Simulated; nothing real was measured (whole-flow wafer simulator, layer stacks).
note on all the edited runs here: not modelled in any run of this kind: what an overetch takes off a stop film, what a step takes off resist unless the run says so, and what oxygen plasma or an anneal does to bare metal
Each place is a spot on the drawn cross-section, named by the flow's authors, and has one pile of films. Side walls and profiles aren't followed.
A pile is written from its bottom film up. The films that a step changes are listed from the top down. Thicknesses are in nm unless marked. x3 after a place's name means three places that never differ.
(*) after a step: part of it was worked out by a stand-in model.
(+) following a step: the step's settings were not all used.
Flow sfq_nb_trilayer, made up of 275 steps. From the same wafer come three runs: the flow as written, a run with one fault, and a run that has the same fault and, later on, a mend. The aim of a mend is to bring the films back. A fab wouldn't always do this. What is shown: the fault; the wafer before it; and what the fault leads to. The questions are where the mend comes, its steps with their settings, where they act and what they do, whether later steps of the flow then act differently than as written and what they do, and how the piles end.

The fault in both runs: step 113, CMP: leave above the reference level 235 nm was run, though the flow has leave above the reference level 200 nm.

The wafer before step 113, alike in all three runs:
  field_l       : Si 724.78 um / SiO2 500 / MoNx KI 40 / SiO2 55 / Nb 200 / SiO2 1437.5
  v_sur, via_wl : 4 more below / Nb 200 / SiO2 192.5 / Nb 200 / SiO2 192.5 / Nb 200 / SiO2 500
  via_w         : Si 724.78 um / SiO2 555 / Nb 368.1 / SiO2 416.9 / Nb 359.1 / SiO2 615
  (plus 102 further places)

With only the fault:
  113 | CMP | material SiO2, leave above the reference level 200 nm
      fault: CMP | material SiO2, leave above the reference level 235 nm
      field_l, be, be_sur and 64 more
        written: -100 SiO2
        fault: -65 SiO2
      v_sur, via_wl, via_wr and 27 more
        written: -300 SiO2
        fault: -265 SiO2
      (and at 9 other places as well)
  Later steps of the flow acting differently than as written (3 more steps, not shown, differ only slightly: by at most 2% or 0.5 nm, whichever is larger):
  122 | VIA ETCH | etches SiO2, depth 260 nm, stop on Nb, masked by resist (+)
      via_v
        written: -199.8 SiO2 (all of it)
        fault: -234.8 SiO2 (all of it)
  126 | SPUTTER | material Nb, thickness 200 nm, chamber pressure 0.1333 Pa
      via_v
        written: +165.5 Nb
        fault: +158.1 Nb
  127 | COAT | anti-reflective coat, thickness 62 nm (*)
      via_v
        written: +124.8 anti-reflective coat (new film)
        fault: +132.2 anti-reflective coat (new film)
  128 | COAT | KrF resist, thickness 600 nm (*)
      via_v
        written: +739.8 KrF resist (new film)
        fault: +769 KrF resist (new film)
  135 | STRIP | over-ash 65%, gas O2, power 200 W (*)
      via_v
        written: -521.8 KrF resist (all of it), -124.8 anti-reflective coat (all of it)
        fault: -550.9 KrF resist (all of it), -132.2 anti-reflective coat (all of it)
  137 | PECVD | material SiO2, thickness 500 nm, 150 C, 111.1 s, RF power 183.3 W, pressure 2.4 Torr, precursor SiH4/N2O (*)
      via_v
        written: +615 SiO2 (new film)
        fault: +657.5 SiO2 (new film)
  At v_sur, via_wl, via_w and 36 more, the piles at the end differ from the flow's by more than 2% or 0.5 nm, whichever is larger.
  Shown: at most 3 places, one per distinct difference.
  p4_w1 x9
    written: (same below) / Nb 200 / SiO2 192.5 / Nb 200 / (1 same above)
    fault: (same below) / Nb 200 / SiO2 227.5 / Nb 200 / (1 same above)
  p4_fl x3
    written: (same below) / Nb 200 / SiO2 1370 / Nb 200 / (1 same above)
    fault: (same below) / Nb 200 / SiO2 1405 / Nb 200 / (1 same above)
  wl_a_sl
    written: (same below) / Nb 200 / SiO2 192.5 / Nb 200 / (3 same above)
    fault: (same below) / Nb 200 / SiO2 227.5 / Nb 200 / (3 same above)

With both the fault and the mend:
  After step 120 comes the mend.
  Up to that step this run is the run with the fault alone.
  120a | STRIP | over-ash 65%, gas O2, power 200 W (*)
      field_l, v_sur, via_wl and 102 more
        -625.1 KrF resist (all of it), -62 anti-reflective coat (all of it)
      via_v
        -62 anti-reflective coat (all of it)
  120b | CMP | material SiO2, leave above the reference level 200 nm (the flow's step 113, run once more)
      field_l, v_sur, via_wl and 103 more
        -35 SiO2
  120c | COAT | anti-reflective coat, thickness 62 nm (the flow's step 115, run once more)
      field_l, v_sur, via_wl and 103 more
        +62 anti-reflective coat (new film)
  120d | COAT | KrF resist, thickness 650 nm (the flow's step 116, run once more)
      field_l, v_sur, via_wl and 103 more
        +650 KrF resist (new film)
  120e | SOFTBAKE | KrF resist (the flow's step 117, run once more)
      alters no film at any place that is followed
  120f | EXPOSE | photomask I3, dose 11.91 mJ/cm2, NA 0.6, wavelength 248 nm (*) (the flow's step 118, run once more)
      alters no film at any place that is followed
  120g | PEB | KrF resist, 90 s (the flow's step 119, run once more)
      field_l, v_sur, via_wl and 103 more
        -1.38 KrF resist
  120h | DEVELOP | KrF resist, thickness 650 nm, 60 s (the flow's step 120, run once more)
      field_l, v_sur, via_wl and 102 more
        -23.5 KrF resist
      via_v
        -648.6 KrF resist (all of it)
  None of the later steps of the flow acts differently than as written at any place that is followed.
  By the end, the piles equal the flow's at every place that both follow.
